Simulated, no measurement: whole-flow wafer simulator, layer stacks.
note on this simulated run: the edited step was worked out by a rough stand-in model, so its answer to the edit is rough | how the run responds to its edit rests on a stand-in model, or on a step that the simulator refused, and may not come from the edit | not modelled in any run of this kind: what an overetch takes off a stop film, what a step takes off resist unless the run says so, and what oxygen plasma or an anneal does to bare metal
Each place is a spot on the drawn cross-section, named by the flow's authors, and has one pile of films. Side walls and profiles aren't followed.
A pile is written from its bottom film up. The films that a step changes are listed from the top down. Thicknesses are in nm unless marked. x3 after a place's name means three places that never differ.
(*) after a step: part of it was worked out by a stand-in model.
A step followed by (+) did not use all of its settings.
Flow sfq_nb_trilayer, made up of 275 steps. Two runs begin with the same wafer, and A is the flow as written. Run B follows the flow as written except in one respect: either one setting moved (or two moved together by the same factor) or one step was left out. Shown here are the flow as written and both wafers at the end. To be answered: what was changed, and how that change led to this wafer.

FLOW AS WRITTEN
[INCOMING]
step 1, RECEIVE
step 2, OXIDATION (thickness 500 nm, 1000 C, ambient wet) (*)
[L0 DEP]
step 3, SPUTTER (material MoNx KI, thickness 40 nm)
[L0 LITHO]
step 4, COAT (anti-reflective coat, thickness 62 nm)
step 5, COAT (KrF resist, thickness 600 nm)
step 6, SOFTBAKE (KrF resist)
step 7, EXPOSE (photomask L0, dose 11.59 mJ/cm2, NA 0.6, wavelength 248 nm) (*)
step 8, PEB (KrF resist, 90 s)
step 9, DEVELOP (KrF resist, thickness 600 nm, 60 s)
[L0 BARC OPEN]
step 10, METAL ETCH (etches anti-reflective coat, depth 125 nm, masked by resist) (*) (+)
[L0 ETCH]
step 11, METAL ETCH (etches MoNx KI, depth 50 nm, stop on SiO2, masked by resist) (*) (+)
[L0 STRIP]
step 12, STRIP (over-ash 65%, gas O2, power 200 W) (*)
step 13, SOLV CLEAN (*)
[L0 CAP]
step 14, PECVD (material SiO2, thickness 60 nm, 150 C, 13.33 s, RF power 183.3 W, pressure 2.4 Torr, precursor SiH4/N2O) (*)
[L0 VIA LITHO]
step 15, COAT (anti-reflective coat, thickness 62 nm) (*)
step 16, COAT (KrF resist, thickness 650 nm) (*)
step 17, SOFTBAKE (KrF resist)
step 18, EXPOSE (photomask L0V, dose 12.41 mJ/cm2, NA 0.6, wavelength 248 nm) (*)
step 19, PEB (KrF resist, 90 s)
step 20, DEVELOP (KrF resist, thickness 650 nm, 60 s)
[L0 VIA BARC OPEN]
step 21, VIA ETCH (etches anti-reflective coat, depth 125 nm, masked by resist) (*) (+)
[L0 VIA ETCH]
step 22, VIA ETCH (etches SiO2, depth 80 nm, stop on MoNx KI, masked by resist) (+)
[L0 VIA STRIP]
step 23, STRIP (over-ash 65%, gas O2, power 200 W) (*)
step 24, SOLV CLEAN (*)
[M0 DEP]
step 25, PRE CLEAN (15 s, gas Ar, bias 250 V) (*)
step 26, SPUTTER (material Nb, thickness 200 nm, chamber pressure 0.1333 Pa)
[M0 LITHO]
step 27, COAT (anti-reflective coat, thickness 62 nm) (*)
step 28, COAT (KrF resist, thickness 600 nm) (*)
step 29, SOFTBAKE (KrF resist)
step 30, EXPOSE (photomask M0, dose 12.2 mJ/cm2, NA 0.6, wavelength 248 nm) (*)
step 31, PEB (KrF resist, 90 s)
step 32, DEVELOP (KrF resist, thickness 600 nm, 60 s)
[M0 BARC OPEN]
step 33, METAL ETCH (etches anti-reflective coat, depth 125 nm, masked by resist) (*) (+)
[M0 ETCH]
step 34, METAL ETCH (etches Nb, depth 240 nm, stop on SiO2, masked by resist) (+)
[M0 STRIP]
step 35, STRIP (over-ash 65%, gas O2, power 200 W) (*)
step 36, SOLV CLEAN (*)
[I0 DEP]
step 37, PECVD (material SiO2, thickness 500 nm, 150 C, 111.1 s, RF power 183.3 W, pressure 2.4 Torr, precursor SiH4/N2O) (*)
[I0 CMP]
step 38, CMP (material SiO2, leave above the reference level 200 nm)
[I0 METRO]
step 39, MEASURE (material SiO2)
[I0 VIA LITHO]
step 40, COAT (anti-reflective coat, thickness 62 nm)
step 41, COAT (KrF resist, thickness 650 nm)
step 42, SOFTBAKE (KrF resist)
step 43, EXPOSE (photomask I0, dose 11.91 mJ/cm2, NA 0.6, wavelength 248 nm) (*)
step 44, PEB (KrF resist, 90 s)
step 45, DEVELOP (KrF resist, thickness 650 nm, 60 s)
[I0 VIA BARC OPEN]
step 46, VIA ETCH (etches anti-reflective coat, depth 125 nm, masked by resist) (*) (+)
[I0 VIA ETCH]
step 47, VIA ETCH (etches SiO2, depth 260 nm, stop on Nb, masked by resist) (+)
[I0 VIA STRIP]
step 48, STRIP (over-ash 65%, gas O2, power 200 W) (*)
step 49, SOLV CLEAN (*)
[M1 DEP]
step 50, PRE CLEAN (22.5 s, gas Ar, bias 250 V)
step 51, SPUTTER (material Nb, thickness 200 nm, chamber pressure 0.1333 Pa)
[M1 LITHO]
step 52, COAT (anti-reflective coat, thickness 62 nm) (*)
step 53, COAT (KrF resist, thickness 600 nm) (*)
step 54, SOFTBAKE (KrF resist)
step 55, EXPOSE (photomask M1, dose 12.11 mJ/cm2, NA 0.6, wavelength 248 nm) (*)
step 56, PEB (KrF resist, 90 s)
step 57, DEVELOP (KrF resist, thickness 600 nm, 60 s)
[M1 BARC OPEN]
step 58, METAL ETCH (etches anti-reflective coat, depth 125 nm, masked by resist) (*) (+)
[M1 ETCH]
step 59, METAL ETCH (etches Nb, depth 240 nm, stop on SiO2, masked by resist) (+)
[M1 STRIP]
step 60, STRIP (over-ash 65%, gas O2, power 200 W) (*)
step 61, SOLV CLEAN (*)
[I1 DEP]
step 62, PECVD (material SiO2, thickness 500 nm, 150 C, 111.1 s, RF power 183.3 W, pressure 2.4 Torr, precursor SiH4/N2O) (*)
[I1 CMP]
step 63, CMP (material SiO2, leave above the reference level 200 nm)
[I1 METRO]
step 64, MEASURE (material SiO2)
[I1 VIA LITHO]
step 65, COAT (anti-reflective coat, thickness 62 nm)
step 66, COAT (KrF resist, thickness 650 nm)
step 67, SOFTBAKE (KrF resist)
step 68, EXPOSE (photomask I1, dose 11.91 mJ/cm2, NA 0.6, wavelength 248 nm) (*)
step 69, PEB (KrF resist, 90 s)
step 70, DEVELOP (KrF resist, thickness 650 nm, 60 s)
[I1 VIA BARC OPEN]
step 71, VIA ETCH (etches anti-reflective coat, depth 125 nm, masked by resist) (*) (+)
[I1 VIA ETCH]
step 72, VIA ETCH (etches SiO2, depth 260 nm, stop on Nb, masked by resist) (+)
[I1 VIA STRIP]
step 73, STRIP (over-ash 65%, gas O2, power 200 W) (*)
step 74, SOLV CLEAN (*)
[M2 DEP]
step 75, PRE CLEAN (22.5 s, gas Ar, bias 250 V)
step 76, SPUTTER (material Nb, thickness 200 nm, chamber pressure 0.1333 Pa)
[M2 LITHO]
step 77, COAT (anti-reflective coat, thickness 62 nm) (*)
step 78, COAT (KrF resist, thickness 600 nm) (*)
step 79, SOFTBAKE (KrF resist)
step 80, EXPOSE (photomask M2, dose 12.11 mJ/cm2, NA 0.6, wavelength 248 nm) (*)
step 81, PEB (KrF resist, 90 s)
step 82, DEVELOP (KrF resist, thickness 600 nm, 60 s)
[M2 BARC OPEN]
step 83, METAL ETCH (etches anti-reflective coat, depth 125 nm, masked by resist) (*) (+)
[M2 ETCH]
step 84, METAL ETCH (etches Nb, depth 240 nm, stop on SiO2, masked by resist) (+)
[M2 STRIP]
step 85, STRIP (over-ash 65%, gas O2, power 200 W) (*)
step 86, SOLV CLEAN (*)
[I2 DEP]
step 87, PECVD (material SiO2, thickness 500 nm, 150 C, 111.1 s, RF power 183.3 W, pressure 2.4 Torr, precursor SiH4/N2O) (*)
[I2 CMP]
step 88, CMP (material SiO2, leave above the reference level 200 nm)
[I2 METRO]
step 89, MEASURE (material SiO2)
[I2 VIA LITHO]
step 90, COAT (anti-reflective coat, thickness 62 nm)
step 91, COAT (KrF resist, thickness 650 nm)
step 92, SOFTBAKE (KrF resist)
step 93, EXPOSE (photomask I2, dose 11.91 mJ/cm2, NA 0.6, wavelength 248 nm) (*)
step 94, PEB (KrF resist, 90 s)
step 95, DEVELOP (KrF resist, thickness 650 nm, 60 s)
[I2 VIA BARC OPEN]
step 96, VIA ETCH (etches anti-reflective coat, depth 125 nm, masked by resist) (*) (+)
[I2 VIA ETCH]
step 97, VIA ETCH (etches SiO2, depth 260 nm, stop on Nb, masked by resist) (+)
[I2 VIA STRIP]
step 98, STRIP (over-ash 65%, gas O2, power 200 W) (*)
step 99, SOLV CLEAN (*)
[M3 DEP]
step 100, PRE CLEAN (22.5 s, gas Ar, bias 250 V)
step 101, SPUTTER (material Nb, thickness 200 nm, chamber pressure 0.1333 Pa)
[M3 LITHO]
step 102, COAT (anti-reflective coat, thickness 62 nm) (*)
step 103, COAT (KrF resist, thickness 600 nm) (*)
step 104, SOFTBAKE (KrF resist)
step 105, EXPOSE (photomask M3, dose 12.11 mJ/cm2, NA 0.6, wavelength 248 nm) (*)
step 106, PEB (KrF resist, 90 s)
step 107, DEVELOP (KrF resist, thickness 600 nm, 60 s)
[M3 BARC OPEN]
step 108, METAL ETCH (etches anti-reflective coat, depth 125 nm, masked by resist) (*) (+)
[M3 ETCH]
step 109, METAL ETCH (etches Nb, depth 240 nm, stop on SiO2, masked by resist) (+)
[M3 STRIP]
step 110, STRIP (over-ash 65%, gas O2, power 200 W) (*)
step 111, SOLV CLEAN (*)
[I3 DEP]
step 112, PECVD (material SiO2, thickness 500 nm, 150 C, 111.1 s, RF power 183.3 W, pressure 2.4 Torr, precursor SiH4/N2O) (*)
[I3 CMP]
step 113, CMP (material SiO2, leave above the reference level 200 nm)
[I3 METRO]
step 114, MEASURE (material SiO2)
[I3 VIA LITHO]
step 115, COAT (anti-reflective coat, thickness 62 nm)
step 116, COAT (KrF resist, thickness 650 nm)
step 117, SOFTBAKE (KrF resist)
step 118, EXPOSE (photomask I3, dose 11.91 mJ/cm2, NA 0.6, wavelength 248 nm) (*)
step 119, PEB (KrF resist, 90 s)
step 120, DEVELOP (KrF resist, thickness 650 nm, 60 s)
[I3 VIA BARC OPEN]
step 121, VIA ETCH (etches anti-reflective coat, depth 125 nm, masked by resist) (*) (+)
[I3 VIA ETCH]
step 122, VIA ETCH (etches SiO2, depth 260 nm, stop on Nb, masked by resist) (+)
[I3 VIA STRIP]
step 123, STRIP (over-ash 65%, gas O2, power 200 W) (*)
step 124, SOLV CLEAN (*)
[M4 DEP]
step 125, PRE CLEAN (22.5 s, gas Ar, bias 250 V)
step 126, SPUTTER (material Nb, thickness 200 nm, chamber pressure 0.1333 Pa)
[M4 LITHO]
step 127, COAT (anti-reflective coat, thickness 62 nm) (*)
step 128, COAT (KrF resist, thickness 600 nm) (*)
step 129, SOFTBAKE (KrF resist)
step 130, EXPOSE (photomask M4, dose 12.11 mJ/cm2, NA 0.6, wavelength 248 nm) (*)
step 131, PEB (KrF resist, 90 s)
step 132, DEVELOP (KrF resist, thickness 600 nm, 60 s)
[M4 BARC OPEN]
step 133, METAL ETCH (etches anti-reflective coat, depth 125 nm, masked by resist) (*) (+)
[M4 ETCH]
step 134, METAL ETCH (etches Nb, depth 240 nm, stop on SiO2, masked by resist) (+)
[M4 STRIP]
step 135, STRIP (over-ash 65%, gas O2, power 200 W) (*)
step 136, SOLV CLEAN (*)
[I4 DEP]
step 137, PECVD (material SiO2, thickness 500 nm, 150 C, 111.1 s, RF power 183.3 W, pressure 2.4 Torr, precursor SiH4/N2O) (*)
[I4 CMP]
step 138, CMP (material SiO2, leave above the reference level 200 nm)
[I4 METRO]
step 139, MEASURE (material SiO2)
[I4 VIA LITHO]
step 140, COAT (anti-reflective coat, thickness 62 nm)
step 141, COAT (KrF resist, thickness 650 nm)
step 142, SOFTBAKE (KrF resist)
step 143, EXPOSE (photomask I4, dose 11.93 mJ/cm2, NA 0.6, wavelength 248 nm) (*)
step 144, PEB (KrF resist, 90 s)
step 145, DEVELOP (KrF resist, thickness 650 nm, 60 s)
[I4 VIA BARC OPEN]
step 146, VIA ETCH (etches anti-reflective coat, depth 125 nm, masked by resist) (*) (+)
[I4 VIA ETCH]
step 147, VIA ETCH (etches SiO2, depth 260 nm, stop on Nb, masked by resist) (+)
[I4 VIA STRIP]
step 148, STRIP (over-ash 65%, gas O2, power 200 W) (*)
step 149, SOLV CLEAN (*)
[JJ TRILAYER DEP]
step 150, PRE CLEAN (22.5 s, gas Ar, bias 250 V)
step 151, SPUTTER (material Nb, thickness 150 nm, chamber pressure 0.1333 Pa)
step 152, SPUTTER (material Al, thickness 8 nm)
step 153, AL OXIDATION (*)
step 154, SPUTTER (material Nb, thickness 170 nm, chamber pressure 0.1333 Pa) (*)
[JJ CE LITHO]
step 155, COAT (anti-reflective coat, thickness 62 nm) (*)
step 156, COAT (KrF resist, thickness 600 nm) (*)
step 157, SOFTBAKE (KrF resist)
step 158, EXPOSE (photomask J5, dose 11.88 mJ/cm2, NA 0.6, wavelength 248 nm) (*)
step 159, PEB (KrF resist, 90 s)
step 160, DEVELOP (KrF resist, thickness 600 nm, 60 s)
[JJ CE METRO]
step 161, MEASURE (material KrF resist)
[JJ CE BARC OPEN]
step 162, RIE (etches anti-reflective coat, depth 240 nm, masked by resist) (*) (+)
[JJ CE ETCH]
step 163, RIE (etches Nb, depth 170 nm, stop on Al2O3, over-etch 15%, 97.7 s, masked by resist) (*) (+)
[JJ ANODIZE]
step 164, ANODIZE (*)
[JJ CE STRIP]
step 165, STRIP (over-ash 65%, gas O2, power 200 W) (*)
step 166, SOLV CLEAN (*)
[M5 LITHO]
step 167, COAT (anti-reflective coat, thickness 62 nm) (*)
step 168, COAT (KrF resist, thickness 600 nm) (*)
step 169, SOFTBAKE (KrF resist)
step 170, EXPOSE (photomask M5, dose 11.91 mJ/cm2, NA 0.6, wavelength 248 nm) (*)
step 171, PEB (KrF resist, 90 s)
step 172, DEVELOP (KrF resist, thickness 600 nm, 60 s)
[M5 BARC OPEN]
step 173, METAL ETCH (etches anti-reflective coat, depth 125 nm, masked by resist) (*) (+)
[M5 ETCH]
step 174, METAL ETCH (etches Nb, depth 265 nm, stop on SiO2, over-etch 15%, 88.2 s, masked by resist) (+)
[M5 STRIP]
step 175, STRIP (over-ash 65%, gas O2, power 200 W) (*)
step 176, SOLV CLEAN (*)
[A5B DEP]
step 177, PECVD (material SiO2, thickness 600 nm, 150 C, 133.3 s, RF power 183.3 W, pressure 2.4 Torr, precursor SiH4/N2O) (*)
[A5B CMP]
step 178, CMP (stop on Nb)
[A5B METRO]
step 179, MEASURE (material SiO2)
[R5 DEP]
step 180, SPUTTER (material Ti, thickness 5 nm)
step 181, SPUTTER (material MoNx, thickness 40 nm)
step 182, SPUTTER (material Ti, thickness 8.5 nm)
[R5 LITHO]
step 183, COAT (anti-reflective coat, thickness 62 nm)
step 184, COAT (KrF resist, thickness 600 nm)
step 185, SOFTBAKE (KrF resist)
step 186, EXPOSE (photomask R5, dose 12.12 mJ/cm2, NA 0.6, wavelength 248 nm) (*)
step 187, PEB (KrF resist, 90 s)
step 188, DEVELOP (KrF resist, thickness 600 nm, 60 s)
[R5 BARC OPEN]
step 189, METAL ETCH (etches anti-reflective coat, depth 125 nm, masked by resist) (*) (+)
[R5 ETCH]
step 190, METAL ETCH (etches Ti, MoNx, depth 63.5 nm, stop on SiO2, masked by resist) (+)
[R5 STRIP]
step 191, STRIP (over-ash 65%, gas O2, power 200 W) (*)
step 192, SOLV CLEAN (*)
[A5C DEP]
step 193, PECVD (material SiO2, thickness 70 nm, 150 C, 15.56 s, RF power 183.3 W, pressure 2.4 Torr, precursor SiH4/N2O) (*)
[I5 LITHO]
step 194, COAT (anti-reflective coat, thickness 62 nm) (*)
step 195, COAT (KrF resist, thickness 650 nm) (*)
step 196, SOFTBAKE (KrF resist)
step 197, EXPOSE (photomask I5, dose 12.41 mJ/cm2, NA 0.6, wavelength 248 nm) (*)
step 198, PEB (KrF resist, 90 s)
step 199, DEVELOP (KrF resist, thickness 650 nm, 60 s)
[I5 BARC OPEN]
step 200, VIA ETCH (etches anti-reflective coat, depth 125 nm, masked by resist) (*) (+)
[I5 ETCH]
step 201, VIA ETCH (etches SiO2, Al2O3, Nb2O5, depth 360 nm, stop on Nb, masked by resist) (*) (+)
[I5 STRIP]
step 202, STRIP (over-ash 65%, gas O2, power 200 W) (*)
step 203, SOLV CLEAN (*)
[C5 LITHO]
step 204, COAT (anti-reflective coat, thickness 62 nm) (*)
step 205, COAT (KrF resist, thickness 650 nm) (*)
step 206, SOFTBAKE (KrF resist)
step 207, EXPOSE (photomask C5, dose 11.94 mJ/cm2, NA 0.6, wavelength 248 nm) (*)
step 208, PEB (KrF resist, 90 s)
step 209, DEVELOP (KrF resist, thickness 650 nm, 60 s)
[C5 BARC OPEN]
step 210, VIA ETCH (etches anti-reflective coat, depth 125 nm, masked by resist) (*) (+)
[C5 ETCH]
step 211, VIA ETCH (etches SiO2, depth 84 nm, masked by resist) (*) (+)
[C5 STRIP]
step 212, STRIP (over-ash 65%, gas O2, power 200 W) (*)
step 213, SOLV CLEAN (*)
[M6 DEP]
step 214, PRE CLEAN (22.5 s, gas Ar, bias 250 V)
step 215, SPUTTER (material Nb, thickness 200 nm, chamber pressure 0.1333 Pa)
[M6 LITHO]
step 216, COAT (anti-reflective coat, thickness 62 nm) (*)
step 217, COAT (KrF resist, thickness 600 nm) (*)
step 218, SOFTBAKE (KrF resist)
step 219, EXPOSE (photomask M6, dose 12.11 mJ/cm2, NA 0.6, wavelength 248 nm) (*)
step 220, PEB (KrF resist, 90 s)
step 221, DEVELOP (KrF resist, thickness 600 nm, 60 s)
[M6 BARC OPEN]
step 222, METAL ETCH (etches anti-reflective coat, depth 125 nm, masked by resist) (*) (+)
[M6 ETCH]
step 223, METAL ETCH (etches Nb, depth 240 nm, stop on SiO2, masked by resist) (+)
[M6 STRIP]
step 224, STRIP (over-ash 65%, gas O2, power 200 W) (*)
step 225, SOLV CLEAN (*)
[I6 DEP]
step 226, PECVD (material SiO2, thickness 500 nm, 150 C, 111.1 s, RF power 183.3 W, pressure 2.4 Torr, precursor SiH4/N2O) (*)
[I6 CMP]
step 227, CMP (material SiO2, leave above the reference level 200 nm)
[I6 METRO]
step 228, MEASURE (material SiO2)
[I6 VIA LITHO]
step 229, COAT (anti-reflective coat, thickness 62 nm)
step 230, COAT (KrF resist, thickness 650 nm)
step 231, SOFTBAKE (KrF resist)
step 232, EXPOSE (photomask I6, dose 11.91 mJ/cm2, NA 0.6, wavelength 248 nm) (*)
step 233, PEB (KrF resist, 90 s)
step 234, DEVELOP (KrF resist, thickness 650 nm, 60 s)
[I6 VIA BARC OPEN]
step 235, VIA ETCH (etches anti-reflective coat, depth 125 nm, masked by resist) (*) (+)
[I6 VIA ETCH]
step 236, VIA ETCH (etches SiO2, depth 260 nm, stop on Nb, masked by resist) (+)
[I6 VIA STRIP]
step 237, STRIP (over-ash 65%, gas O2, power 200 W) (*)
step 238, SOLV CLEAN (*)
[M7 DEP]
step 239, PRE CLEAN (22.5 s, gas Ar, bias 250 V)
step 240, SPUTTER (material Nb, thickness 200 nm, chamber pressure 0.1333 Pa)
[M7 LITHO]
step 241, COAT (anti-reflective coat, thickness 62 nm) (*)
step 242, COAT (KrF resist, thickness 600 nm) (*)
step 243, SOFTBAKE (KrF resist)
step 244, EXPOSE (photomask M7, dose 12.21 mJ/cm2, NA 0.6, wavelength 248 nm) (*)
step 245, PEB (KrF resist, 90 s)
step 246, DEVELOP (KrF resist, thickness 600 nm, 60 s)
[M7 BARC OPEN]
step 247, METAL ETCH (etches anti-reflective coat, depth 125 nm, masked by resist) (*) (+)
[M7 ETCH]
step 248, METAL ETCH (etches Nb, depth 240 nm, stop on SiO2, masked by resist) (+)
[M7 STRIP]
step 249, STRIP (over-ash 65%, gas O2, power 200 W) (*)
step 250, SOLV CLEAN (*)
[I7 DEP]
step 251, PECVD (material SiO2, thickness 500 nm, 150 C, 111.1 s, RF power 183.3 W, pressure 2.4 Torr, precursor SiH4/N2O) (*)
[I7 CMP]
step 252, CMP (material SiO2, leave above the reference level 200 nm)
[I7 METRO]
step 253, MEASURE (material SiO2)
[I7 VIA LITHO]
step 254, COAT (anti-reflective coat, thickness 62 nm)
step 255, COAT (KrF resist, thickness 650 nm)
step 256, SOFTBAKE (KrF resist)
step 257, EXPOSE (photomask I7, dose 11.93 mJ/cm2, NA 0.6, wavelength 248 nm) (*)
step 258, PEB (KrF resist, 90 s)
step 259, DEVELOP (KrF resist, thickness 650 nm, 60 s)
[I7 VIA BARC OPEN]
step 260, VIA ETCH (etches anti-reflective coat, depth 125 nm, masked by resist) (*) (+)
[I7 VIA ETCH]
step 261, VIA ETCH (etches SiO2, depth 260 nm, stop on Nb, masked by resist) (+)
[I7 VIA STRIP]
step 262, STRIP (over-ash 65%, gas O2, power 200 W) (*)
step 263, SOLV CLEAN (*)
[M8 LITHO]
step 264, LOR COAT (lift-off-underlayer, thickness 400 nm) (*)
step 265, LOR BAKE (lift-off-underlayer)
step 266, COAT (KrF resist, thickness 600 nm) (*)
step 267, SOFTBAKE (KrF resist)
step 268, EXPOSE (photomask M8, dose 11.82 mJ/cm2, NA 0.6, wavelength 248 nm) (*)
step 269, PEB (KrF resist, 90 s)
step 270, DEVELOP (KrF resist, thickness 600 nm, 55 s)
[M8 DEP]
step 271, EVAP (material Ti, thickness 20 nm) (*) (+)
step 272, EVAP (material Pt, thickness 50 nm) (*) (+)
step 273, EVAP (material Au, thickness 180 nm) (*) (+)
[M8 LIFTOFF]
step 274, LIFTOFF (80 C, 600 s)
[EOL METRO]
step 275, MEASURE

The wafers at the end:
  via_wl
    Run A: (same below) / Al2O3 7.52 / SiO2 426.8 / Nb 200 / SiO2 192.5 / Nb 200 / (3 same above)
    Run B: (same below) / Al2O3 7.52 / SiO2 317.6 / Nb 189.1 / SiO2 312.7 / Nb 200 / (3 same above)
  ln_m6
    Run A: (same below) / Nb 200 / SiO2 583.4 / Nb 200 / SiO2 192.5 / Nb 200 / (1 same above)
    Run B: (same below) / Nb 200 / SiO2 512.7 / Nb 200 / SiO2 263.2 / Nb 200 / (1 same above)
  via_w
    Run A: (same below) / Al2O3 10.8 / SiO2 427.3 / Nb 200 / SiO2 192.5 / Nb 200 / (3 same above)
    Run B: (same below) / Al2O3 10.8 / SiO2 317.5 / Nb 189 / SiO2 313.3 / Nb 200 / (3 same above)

Cause: step 177, PECVD: thickness 270 nm was run, whereas the flow has thickness 600 nm; step 177, PECVD: 60 s was run, where the flow has 133.3 s.

How this came from the change, step by step:
  step 177, PECVD (material SiO2, thickness 600 nm, 150 C, 133.3 s, RF power 183.3 W, pressure 2.4 Torr, precursor SiH4/N2O) (*)
      v_sur, via_sp, via_v and 47 more: A SiO2 gains 600 (new film) | B SiO2 gains 270 (new film)
      field_l, p4_fl, p4_fm and 39 more: A SiO2 gains 600 | B SiO2 gains 270
      (as well as at 14 more places)
  step 178, CMP (stop on Nb)
      field_l, p4_fl, p4_fm and 39 more: A SiO2 loses 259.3 | B nothing
      r_sur, res, r_end, moat, field_r, lsp_l: A SiO2 loses 252.3 | B nothing
      (as well as at 58 more places)
  step 180, SPUTTER (material Ti, thickness 5 nm)
      via_wl, via_wr: A Ti gains 5 (new film) | B Ti gains 3.87 (new film)
  step 181, SPUTTER (material MoNx, thickness 40 nm)
      via_wl, via_wr: A MoNx gains 40 (new film) | B MoNx gains 31.6 (new film)
      r_sur: A MoNx gains 40 (new film) | B MoNx gains 37.3 (new film)
      (as well as at 1 more place)
  step 182, SPUTTER (material Ti, thickness 8.5 nm)
      via_wl, via_wr: A Ti gains 8.5 (new film) | B Ti gains 6.47 (new film)
      r_sur: A Ti gains 8.5 (new film) | B Ti gains 7.83 (new film)
  step 183, COAT (anti-reflective coat, thickness 62 nm)
      wl_c_m6, wl_c_sr, wl_d_sl, wl_d_m1: A anti-reflective coat gains 62 (new film) | B anti-reflective coat gains 63.8 (new film)
      be, jj_sur, ce_l: A anti-reflective coat gains 62 (new film) | B anti-reflective coat gains 57.7 (new film)
      (as well as at 53 more places)
  step 184, COAT (KrF resist, thickness 600 nm)
      m5r_line_l, m5r_line_r: A KrF resist gains 600 (new film) | B KrF resist gains 575.9 (new film)
      m5r_space_l, m5r_space_r: A KrF resist gains 600 (new film) | B KrF resist gains 617.7 (new film)
      (as well as at 27 more places)
  step 188, DEVELOP (KrF resist, thickness 600 nm, 60 s)
      m5r_line_l, m5r_line_r: A KrF resist loses 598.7 (all of it) | B KrF resist loses 574.7 (all of it)
      m5r_space_l, m5r_space_r: A KrF resist loses 598.7 (all of it) | B KrF resist loses 616.4 (all of it)
      (as well as at 25 more places)
  step 189, METAL ETCH (etches anti-reflective coat, depth 125 nm, masked by resist) (*) (+)
      via_wl, via_wr: A anti-reflective coat loses 62 (all of it) | B anti-reflective coat loses 125
      be_r, r_sur, res, r_end, r5r_line_l, r5r_line_c, r5r_line_r: A KrF resist loses 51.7 | B KrF resist loses 69.4
      (as well as at 54 more places)
  step 190, METAL ETCH (etches Ti, MoNx, depth 63.5 nm, stop on SiO2, masked by resist) (+)
      via_wl: A Ti loses 8.5 (all of it), MoNx loses 40 (all of it), Ti loses 5 (all of it) | B anti-reflective coat loses 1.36 (all of it), Ti loses 6.47 (all of it), MoNx loses 31.6 (all of it), Ti loses 3.87 (all of it)
      via_wr: A Ti loses 8.5 (all of it), MoNx loses 40 (all of it), Ti loses 5 (all of it) | B anti-reflective coat loses 1.83 (all of it), Ti loses 6.47 (all of it), MoNx loses 31.6 (all of it), Ti loses 3.87 (all of it)
      (as well as at 1 more place)
  step 191, STRIP (over-ash 65%, gas O2, power 200 W) (*)
      r5r_line_l, r5r_line_c, r5r_line_r: A KrF resist loses 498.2 (all of it), anti-reflective coat loses 62 (all of it) | B KrF resist loses 480.4 (all of it), anti-reflective coat loses 62 (all of it)
      be_r: A KrF resist loses 498.2 (all of it), anti-reflective coat loses 62 (all of it) | B KrF resist loses 456.7 (all of it), anti-reflective coat loses 53.1 (all of it)
      (as well as at 3 more places)
  step 194, COAT (anti-reflective coat, thickness 62 nm) (*)
      wl_c_m6, wl_d_m1, wl_d_sr: A anti-reflective coat gains 62 (new film) | B anti-reflective coat gains 63.9 (new film)
      wl_b_sr, wl_e_sr: A anti-reflective coat gains 62 (new film) | B anti-reflective coat gains 68.5 (new film)
      (as well as at 55 more places)
  step 195, COAT (KrF resist, thickness 650 nm) (*)
      m5r_space_l, m5r_space_r: A KrF resist gains 650 (new film) | B KrF resist gains 667.6 (new film)
      m5r_linepad_l, m5r_linepad_r: A KrF resist gains 650 (new film) | B KrF resist gains 631.4 (new film)
      (as well as at 24 more places)
  step 199, DEVELOP (KrF resist, thickness 650 nm, 60 s)
      be: A KrF resist loses 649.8 (all of it) | B KrF resist loses 633.5 (all of it)
  step 200, VIA ETCH (etches anti-reflective coat, depth 125 nm, masked by resist) (*) (+)
      field_l, v_sur, via_wl and 102 more: A KrF resist loses 52 | B KrF resist loses 48.5
      be: A anti-reflective coat loses 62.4 (all of it), SiO2 loses 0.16 | B anti-reflective coat loses 58.2 (all of it), SiO2 loses 0.15
  step 202, STRIP (over-ash 65%, gas O2, power 200 W) (*)
      wl_b_sr, wl_e_sr: A KrF resist loses 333 (all of it), anti-reflective coat loses 62 (all of it) | B KrF resist loses 344 (all of it), anti-reflective coat loses 68.5 (all of it)
      m5r_space_l, m5r_space_r: A KrF resist loses 333.1 (all of it), anti-reflective coat loses 62 (all of it) | B KrF resist loses 354.1 (all of it), anti-reflective coat loses 79.5 (all of it)
      (as well as at 61 more places)
  ... another 13 steps ...
  step 227, CMP (material SiO2, leave above the reference level 200 nm)
      field_l, p4_fl, p4_fm and 35 more: A SiO2 loses 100 | B SiO2 loses 29.3
      ln_m6, wl_a_m6, wl_c_m6, wl_f_m6: A SiO2 loses 300 | B SiO2 loses 229.3
      (as well as at 15 more places)
